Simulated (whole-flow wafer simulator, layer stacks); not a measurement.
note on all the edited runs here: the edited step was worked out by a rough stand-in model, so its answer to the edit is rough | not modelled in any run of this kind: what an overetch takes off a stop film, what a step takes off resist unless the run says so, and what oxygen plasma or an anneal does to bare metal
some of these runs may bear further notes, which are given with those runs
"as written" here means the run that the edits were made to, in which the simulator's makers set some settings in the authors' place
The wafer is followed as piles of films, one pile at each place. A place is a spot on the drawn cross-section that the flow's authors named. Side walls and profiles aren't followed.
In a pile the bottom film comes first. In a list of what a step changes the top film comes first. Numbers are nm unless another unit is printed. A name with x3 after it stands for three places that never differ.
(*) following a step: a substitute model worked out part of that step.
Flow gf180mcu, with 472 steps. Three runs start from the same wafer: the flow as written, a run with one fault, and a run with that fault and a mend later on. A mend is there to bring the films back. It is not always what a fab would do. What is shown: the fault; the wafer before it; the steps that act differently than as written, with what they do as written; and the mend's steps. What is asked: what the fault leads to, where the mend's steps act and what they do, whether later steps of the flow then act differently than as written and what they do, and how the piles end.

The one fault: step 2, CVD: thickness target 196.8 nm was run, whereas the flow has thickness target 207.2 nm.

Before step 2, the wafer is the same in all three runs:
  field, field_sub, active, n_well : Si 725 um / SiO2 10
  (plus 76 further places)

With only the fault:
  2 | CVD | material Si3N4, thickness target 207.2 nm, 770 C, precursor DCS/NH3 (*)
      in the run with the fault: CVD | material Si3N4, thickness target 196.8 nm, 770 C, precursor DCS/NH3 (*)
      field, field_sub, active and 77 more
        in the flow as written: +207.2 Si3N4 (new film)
        in the run with the fault: +196.8 Si3N4 (new film)
  Steps later in the flow that act otherwise than as written (89 more steps, not shown, differ only slightly: by at most 2% or 0.5 nm, whichever is larger):
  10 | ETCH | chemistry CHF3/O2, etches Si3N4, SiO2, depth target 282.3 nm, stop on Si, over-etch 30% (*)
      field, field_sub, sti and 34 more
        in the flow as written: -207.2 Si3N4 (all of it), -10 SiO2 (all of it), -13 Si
        in the run with the fault: -196.8 Si3N4 (all of it), -10 SiO2 (all of it), -15.1 Si
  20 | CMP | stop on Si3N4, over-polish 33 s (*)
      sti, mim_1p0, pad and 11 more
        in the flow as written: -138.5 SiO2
        in the run with the fault: -148.8 SiO2
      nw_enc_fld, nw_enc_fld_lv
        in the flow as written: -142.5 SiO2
        in the run with the fault: -152.9 SiO2
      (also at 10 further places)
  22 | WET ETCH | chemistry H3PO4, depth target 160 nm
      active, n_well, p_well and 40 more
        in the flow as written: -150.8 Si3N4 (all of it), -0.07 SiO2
        in the run with the fault: -140.4 Si3N4 (all of it), -0.15 SiO2
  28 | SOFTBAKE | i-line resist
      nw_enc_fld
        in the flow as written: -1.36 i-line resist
        in the run with the fault: +2.68 i-line resist
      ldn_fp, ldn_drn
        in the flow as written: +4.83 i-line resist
        in the run with the fault: +3.6 i-line resist
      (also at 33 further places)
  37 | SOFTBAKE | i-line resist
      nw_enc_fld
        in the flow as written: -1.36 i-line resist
        in the run with the fault: +2.68 i-line resist
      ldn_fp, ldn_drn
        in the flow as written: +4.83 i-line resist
        in the run with the fault: +3.6 i-line resist
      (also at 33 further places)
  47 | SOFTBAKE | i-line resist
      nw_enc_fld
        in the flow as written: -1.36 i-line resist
        in the run with the fault: +2.68 i-line resist
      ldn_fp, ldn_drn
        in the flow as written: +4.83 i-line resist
        in the run with the fault: +3.6 i-line resist
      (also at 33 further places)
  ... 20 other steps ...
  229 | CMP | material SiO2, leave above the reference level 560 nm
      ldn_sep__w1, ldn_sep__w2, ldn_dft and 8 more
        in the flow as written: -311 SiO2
        in the run with the fault: -300.7 SiO2
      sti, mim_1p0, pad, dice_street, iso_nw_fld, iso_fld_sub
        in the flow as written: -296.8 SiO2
        in the run with the fault: -286.5 SiO2
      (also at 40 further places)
  By the end, the piles at ld_fp_n, ld_fp_p, npoly_u and 9 more depart from the flow's by more than 2% or 0.5 nm, whichever is larger.
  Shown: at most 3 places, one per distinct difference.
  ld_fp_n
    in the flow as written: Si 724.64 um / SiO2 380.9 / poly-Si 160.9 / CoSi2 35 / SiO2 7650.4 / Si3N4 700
    in the run with the fault: Si 724.64 um / SiO2 370.6 / poly-Si 160.9 / CoSi2 35 / SiO2 7660.8 / Si3N4 700
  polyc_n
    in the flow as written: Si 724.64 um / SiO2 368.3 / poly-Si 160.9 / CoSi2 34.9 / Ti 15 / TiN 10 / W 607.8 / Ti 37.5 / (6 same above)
    in the run with the fault: Si 724.64 um / SiO2 358 / poly-Si 160.9 / CoSi2 34.9 / Ti 15 / TiN 10 / W 618.1 / Ti 37.5 / (6 same above)
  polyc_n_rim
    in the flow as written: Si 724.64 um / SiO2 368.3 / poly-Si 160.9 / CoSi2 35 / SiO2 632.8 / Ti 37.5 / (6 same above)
    in the run with the fault: Si 724.64 um / SiO2 358 / poly-Si 160.9 / CoSi2 35 / SiO2 643.1 / Ti 37.5 / (6 same above)

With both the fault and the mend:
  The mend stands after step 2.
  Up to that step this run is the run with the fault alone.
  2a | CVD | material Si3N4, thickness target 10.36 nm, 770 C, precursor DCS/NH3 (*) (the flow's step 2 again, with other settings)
      field, field_sub, active and 77 more
        +10.4 Si3N4
  Later steps of the flow that are run all act as written at every place that is followed.
  At every place that both follow, the piles at the end match the flow's.
